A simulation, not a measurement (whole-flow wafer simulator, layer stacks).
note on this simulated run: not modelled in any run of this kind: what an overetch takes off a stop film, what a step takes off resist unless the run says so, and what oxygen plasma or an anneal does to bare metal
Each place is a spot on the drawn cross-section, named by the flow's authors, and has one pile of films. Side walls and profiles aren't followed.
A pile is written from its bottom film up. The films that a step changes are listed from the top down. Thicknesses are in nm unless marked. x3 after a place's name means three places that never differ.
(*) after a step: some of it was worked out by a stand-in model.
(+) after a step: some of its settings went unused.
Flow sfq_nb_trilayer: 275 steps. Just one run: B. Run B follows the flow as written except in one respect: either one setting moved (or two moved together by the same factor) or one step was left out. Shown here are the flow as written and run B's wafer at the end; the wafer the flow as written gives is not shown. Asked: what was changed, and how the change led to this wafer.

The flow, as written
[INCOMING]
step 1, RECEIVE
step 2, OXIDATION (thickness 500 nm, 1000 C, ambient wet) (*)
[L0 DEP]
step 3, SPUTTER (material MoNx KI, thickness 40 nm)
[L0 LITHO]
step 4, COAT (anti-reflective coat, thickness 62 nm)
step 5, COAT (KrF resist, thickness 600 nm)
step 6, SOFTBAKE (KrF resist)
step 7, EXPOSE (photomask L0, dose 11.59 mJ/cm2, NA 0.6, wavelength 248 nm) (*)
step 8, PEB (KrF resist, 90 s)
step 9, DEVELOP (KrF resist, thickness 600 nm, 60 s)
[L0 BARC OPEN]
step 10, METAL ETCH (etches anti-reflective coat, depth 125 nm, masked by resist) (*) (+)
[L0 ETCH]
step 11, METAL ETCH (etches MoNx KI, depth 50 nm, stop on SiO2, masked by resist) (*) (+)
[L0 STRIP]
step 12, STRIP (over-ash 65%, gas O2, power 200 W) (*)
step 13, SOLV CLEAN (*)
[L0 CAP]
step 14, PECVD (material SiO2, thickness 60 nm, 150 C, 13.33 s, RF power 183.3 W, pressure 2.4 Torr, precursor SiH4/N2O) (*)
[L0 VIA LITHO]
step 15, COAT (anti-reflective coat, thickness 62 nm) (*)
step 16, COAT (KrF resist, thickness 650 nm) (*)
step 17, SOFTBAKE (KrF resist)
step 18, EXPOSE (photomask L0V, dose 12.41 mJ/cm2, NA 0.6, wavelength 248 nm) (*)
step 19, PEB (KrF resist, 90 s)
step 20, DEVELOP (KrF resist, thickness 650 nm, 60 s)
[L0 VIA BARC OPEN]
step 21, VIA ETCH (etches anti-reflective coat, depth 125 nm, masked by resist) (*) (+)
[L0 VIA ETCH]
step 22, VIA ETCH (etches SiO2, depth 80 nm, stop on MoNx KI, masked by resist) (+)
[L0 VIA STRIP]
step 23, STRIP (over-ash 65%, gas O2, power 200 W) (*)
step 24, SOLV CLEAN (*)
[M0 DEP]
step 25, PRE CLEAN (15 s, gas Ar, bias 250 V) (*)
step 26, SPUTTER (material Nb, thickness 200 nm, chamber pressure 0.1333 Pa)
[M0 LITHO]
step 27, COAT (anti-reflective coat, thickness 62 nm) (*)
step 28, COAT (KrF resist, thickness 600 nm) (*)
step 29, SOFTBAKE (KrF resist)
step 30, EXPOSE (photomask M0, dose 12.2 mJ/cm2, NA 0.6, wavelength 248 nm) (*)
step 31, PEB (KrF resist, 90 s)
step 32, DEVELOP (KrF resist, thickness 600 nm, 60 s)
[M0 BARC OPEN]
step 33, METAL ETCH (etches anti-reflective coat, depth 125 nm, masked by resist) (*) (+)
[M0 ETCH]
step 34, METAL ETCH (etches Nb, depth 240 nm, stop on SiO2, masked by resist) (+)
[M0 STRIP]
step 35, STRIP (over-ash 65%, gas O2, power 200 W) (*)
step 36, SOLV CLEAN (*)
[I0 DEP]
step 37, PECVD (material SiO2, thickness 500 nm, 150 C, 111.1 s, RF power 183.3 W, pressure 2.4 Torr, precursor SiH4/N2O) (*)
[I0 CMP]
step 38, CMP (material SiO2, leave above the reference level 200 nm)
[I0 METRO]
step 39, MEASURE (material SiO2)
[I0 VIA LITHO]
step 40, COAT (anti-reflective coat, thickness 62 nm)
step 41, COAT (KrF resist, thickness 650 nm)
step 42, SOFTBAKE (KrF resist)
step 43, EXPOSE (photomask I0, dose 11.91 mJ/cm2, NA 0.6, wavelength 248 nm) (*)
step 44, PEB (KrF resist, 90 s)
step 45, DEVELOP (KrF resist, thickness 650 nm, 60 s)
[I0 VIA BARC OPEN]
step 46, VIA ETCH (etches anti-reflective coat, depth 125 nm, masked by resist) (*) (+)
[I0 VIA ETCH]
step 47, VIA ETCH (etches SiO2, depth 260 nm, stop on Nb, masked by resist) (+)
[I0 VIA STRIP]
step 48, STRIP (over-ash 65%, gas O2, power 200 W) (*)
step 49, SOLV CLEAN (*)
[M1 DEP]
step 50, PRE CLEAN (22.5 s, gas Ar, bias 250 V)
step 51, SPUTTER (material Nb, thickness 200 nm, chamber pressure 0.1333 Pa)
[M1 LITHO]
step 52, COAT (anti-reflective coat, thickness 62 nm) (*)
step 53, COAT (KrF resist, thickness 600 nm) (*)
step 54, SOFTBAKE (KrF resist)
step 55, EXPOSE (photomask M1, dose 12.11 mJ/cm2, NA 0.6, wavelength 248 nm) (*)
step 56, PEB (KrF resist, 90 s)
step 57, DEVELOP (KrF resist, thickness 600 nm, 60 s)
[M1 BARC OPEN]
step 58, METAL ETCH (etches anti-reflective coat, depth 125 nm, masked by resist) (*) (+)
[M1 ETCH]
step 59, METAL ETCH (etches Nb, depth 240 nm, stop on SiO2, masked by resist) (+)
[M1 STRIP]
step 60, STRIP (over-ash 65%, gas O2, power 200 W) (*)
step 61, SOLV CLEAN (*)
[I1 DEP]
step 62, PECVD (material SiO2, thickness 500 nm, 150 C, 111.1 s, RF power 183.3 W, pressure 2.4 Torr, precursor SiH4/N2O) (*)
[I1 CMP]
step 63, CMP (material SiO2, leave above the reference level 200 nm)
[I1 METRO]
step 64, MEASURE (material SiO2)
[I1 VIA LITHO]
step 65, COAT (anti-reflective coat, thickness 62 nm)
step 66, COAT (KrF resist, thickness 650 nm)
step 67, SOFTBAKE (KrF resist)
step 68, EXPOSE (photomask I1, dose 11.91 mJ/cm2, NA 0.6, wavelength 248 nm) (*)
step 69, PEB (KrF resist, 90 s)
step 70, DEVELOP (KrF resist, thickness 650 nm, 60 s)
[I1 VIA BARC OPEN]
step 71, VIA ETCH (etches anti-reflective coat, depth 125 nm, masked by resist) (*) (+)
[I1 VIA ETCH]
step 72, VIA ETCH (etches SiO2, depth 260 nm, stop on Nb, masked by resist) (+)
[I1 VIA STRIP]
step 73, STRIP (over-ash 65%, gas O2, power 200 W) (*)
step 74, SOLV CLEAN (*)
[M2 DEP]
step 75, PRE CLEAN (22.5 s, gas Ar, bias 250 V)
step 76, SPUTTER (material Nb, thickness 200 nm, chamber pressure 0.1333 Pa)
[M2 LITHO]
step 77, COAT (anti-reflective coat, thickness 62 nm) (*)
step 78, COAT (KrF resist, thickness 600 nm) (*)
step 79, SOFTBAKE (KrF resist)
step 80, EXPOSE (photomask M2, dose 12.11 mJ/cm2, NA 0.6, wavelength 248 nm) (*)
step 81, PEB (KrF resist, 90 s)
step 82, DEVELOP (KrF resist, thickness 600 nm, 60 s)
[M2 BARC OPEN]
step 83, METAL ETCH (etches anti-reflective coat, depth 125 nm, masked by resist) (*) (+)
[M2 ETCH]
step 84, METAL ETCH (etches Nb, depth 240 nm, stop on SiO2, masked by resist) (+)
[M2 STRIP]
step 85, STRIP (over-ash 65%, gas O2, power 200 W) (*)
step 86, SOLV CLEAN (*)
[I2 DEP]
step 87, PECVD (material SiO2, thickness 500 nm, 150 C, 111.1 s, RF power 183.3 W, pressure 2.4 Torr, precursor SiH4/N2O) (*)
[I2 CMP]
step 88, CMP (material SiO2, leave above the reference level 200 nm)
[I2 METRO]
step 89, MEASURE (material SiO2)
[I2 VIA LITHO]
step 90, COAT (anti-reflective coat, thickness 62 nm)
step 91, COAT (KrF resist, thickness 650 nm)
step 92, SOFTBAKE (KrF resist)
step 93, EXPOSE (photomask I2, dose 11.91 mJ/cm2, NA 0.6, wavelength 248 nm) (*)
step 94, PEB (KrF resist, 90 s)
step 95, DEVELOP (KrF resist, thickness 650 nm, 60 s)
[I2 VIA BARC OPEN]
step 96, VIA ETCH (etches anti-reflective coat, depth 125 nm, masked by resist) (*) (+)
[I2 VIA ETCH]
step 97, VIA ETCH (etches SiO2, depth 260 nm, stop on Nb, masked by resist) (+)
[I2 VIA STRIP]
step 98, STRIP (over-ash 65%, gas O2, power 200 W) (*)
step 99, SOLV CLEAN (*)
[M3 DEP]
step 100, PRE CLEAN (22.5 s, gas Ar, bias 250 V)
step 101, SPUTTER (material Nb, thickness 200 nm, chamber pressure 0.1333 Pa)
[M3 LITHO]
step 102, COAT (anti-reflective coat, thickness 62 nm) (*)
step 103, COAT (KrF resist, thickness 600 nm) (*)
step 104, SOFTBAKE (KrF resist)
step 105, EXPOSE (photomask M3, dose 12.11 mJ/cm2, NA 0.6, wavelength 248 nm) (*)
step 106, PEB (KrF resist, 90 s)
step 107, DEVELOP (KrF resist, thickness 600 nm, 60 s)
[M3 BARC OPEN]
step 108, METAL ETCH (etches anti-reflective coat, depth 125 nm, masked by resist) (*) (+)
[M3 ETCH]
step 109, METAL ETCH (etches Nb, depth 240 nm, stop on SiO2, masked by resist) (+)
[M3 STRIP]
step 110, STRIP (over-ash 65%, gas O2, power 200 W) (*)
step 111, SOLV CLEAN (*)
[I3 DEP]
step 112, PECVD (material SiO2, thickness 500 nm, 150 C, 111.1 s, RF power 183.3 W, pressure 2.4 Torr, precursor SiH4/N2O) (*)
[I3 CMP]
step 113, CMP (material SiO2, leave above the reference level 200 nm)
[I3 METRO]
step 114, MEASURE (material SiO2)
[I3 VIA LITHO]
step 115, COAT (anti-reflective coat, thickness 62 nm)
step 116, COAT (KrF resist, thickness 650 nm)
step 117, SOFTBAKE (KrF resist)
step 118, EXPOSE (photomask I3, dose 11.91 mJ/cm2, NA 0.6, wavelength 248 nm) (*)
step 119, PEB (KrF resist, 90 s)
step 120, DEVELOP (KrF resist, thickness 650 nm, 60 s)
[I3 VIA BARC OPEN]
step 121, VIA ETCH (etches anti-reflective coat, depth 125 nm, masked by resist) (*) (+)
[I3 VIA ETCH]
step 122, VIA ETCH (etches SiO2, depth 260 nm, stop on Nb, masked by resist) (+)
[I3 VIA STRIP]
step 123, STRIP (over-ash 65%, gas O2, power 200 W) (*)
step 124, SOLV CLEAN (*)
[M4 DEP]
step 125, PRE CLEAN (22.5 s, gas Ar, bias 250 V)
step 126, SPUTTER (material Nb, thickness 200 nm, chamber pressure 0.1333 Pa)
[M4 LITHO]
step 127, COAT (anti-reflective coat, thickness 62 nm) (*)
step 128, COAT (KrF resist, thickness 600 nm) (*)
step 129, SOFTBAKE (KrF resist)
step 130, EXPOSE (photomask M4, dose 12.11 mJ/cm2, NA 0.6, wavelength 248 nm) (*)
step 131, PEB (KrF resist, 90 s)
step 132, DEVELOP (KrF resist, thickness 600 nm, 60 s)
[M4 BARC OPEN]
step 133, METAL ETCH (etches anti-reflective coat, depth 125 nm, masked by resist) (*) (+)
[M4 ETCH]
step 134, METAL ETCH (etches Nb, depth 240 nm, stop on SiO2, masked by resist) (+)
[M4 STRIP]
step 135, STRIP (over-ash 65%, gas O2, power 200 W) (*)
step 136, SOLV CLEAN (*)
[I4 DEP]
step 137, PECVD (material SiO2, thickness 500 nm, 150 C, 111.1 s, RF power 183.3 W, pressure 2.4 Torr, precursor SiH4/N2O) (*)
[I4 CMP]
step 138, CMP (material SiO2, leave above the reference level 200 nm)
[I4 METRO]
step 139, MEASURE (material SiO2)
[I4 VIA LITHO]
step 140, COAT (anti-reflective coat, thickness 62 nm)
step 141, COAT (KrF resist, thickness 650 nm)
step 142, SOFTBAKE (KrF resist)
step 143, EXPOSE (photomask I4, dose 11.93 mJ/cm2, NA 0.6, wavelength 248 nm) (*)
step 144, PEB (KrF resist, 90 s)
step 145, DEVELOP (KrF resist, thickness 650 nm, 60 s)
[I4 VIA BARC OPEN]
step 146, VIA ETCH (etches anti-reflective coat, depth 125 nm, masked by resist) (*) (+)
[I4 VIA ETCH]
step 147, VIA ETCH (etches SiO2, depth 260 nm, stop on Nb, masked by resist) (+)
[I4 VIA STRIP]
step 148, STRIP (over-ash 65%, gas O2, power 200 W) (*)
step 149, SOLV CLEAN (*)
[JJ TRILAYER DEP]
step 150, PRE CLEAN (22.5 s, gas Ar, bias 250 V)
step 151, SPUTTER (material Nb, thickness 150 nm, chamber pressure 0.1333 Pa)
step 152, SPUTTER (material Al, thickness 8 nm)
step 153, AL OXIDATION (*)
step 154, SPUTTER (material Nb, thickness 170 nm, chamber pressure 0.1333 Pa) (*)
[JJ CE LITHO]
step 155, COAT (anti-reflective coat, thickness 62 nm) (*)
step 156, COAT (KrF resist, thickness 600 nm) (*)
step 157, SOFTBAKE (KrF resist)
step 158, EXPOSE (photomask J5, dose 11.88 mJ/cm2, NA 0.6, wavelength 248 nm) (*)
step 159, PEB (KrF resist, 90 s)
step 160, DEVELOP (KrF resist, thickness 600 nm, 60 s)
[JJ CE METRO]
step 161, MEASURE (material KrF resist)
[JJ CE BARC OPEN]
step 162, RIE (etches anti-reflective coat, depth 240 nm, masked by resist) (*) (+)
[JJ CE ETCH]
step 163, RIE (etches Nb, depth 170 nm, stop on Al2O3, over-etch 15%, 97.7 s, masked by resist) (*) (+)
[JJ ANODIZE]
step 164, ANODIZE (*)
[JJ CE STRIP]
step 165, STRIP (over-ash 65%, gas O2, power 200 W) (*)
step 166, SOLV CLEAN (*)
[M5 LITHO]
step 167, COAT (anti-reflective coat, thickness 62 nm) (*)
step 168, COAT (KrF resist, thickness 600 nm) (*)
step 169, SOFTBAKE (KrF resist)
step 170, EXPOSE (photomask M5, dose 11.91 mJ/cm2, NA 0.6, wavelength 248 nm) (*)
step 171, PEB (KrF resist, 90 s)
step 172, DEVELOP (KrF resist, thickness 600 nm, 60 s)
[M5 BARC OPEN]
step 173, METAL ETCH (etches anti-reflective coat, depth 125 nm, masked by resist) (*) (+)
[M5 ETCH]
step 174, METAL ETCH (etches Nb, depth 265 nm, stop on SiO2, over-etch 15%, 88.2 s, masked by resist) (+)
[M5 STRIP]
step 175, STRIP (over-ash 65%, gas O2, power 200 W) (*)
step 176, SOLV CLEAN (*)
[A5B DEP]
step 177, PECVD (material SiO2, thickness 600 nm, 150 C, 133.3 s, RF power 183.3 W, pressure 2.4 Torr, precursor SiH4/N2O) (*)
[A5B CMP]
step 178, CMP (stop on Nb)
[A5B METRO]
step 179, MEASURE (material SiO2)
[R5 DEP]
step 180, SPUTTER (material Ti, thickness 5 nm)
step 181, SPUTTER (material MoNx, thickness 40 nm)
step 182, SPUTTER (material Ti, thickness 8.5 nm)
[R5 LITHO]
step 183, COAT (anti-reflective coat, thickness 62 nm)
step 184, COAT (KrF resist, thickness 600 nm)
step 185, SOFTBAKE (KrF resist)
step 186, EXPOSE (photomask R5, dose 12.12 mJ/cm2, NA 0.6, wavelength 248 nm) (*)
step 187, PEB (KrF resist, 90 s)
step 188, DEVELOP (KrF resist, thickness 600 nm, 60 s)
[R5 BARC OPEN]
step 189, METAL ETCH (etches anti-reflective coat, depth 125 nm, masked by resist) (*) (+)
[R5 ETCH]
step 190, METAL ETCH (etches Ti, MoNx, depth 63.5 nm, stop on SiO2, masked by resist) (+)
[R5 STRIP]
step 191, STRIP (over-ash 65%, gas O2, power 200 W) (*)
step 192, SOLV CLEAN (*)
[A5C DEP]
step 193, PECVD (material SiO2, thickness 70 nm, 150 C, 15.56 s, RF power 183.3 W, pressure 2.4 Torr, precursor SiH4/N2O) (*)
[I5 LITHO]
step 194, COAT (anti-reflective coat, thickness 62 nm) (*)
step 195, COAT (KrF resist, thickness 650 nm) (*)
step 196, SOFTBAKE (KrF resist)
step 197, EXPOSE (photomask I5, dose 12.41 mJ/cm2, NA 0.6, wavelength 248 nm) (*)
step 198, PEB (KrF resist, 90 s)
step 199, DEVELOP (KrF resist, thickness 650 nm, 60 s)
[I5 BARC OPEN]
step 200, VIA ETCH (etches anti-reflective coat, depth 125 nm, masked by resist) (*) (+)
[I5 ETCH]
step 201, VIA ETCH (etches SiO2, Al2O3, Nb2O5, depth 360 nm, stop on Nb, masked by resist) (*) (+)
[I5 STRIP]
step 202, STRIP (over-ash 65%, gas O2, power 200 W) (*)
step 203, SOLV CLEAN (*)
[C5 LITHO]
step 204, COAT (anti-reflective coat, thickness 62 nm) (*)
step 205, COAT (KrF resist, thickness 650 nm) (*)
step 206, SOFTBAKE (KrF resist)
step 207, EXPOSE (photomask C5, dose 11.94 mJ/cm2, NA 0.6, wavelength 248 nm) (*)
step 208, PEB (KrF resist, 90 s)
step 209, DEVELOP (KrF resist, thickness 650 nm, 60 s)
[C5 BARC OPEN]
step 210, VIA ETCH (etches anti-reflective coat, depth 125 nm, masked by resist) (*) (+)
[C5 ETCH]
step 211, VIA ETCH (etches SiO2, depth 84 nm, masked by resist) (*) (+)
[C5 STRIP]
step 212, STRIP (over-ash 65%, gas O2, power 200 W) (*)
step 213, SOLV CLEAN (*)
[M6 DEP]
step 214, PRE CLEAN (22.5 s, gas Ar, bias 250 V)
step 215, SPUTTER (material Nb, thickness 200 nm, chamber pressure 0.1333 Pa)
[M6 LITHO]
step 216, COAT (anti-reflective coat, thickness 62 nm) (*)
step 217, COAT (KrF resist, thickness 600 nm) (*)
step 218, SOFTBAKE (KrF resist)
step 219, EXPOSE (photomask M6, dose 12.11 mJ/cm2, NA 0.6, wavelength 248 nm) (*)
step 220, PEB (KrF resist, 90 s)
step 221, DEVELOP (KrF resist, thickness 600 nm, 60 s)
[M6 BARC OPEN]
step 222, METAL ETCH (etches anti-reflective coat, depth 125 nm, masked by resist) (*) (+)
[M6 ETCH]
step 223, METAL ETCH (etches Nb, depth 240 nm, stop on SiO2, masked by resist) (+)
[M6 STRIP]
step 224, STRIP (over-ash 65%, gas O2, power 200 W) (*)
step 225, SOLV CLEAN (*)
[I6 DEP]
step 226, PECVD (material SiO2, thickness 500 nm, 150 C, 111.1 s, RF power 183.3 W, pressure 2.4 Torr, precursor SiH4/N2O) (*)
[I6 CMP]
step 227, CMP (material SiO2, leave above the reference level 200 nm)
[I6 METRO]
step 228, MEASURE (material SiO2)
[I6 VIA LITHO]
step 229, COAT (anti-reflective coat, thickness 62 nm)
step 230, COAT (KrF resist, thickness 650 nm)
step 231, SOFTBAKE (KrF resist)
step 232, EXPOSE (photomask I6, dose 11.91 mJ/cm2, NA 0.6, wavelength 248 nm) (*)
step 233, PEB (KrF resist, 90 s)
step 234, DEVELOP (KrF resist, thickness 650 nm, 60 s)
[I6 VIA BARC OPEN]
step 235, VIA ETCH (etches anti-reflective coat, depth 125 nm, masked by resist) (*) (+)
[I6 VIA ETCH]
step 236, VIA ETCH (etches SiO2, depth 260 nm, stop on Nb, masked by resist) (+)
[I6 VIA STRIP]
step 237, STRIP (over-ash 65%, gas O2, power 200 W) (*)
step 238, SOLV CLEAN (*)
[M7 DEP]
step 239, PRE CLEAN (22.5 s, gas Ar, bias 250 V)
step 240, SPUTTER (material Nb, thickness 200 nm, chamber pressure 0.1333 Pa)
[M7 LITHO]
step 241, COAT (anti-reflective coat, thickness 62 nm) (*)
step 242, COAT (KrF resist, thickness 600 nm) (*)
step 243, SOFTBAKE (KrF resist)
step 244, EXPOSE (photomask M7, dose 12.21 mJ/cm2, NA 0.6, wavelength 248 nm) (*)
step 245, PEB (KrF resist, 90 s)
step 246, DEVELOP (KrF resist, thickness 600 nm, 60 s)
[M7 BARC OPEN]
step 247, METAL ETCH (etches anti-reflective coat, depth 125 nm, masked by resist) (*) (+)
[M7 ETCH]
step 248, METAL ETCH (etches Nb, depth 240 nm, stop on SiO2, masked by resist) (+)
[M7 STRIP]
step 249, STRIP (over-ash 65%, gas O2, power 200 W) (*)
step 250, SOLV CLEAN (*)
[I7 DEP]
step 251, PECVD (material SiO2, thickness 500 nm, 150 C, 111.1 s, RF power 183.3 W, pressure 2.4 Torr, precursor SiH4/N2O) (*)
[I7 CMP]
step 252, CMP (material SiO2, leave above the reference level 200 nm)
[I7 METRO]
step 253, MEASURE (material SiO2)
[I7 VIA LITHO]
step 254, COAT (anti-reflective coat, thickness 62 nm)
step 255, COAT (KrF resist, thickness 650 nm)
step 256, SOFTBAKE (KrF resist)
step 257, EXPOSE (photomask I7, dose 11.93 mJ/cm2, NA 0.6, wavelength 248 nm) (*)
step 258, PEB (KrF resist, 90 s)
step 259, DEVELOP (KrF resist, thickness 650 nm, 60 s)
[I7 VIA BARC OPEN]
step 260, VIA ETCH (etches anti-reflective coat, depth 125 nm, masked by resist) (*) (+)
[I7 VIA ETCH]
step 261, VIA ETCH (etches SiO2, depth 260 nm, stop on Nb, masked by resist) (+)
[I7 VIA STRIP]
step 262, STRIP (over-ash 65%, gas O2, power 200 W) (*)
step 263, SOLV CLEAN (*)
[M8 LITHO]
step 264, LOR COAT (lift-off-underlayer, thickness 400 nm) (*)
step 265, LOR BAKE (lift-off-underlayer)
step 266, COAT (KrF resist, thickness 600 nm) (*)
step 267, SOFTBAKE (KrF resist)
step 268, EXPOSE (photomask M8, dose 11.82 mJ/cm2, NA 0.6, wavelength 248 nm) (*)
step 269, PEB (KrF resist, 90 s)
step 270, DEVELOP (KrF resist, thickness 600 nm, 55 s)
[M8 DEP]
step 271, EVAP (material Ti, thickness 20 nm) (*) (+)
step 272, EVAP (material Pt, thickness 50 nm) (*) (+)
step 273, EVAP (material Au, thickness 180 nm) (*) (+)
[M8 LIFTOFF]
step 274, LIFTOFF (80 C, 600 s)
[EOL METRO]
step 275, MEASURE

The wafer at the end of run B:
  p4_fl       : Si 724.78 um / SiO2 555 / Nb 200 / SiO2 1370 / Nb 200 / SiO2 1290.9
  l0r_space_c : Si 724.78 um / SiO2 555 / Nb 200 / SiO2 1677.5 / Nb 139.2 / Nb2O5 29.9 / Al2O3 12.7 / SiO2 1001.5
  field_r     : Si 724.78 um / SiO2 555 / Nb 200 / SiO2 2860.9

What caused this: step 138, CMP: leave above the reference level 115 nm was run, though the flow has leave above the reference level 200 nm.

Step by step, how the change led to this:
  step 138, CMP (material SiO2, leave above the reference level 200 nm)
      field_l, be, be_sur and 55 more: SiO2 loses 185 (in the flow as written it would be: SiO2 loses 100)
      v_sur, via_wl, via_w and 35 more: SiO2 loses 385 (in the flow as written it would be: SiO2 loses 300)
      (also at 10 further places)
  step 147, VIA ETCH (etches SiO2, depth 260 nm, stop on Nb, masked by resist) (+)
      field_l, v_sur, via_sp and 100 more: KrF resist loses 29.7 (in the flow as written it would be: KrF resist loses 44.8)
      via_wl, via_w, via_wr: SiO2 loses 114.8 (all of it) (in the flow as written it would be: SiO2 loses 199.8 (all of it))
  step 148, STRIP (over-ash 65%, gas O2, power 200 W) (*)
      field_l, v_sur, via_sp and 100 more: KrF resist loses 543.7 (all of it), anti-reflective coat loses 62 (all of it) (in the flow as written it would be: KrF resist loses 528.6 (all of it), anti-reflective coat loses 62 (all of it))
  step 151, SPUTTER (material Nb, thickness 150 nm, chamber pressure 0.1333 Pa)
      via_wl, via_w, via_wr: Nb gains 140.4 (in the flow as written it would be: Nb gains 130.4)
  step 152, SPUTTER (material Al, thickness 8 nm)
      via_wl, via_wr: Al gains 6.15 (new film) (in the flow as written it would be: Al gains 5.14 (new film))
      via_w: Al gains 7.83 (new film) (in the flow as written it would be: Al gains 7.12 (new film))
  step 154, SPUTTER (material Nb, thickness 170 nm, chamber pressure 0.1333 Pa) (*)
      via_wl, via_wr: Nb gains 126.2 (new film) (in the flow as written it would be: Nb gains 140.7 (new film))
      via_w: Nb gains 166.8 (new film) (in the flow as written it would be: Nb gains 141 (new film))
  step 155, COAT (anti-reflective coat, thickness 62 nm) (*)
      via_wl, via_wr: anti-reflective coat gains 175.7 (new film) (in the flow as written it would be: anti-reflective coat gains 209.4 (new film))
      v_sur: anti-reflective coat gains 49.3 (new film) (in the flow as written it would be: anti-reflective coat gains 45.1 (new film))
      (also at 2 further places)
  step 156, COAT (KrF resist, thickness 600 nm) (*)
      via_wl: KrF resist gains 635 (new film) (in the flow as written it would be: KrF resist gains 663 (new film))
      via_w: KrF resist gains 674.8 (new film) (in the flow as written it would be: KrF resist gains 763.8 (new film))
      (also at 1 further place)
  step 160, DEVELOP (KrF resist, thickness 600 nm, 60 s)
      via_wl: KrF resist loses 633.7 (all of it) (in the flow as written it would be: KrF resist loses 661.6 (all of it))
      via_w: KrF resist loses 673.4 (all of it) (in the flow as written it would be: KrF resist loses 762.1 (all of it))
      (also at 1 further place)
  step 162, RIE (etches anti-reflective coat, depth 240 nm, masked by resist) (*) (+)
      ce_l, c5j, ce_r, wl_jj: KrF resist loses 175.7 (in the flow as written it would be: KrF resist loses 209.4)
      via_wl, via_wr: anti-reflective coat loses 175.7 (all of it) (in the flow as written it would be: anti-reflective coat loses 209.4 (all of it))
      (also at 3 further places)
  step 163, RIE (etches Nb, depth 170 nm, stop on Al2O3, over-etch 15%, 97.7 s, masked by resist) (*) (+)
      via_w: Nb loses 166.8 (all of it), Al2O3 loses 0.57 (in the flow as written it would be: Nb loses 141 (all of it), Al2O3 loses 0.96 (all of it))
      via_wl, via_wr: Nb loses 126.2 (all of it), Al2O3 loses 0.96 (all of it) (in the flow as written it would be: Nb loses 140.7 (all of it), Al2O3 loses 0.96 (all of it))
  step 164, ANODIZE (*)
      via_w: Al2O3 gains 12, Nb2O5 gains 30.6 (new film), Al loses 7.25 (all of it), Nb loses 11 (in the flow as written it would be: Al2O3 gains 10.8 (new film), Nb2O5 gains 33.3 (new film), Al loses 6.54 (all of it), Nb loses 12)
      via_wl, via_wr: Al2O3 gains 9.19 (new film), Nb2O5 gains 36.2 (new film), Al loses 5.57 (all of it), Nb loses 13 (in the flow as written it would be: Al2O3 gains 7.52 (new film), Nb2O5 gains 39.2 (new film), Al loses 4.56 (all of it), Nb loses 14.1)
  step 165, STRIP (over-ash 65%, gas O2, power 200 W) (*)
      ce_l: KrF resist loses 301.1 (all of it), anti-reflective coat loses 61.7 (all of it) (in the flow as written it would be: KrF resist loses 266.8 (all of it), anti-reflective coat loses 61.4 (all of it))
      c5j: KrF resist loses 301.1 (all of it), anti-reflective coat loses 61.7 (all of it) (in the flow as written it would be: KrF resist loses 266.9 (all of it), anti-reflective coat loses 61.5 (all of it))
      (also at 2 further places)
  step 167, COAT (anti-reflective coat, thickness 62 nm) (*)
      v_sur: anti-reflective coat gains 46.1 (new film) (in the flow as written it would be: anti-reflective coat gains 44.9 (new film))
      via_wl: anti-reflective coat gains 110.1 (new film) (in the flow as written it would be: anti-reflective coat gains 170.5 (new film))
      (also at 3 further places)
  step 168, COAT (KrF resist, thickness 600 nm) (*)
      v_sur: KrF resist gains 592 (new film) (in the flow as written it would be: KrF resist gains 577.9 (new film))
      via_w: KrF resist gains 673.7 (new film) (in the flow as written it would be: KrF resist gains 732.6 (new film))
  step 175, STRIP (over-ash 65%, gas O2, power 200 W) (*)
      v_sur: KrF resist loses 363.2 (all of it), anti-reflective coat loses 46.1 (all of it) (in the flow as written it would be: KrF resist loses 349.2 (all of it), anti-reflective coat loses 44.9 (all of it))
      via_wl: KrF resist loses 414.1 (all of it), anti-reflective coat loses 110.1 (all of it) (in the flow as written it would be: KrF resist loses 427 (all of it), anti-reflective coat loses 170.5 (all of it))
      (also at 3 further places)
  step 178, CMP (stop on Nb)
      via_wl, via_wr: SiO2 loses 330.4 (in the flow as written it would be: SiO2 loses 235.7)
      via_w: SiO2 loses 330 (in the flow as written it would be: SiO2 loses 235.2)
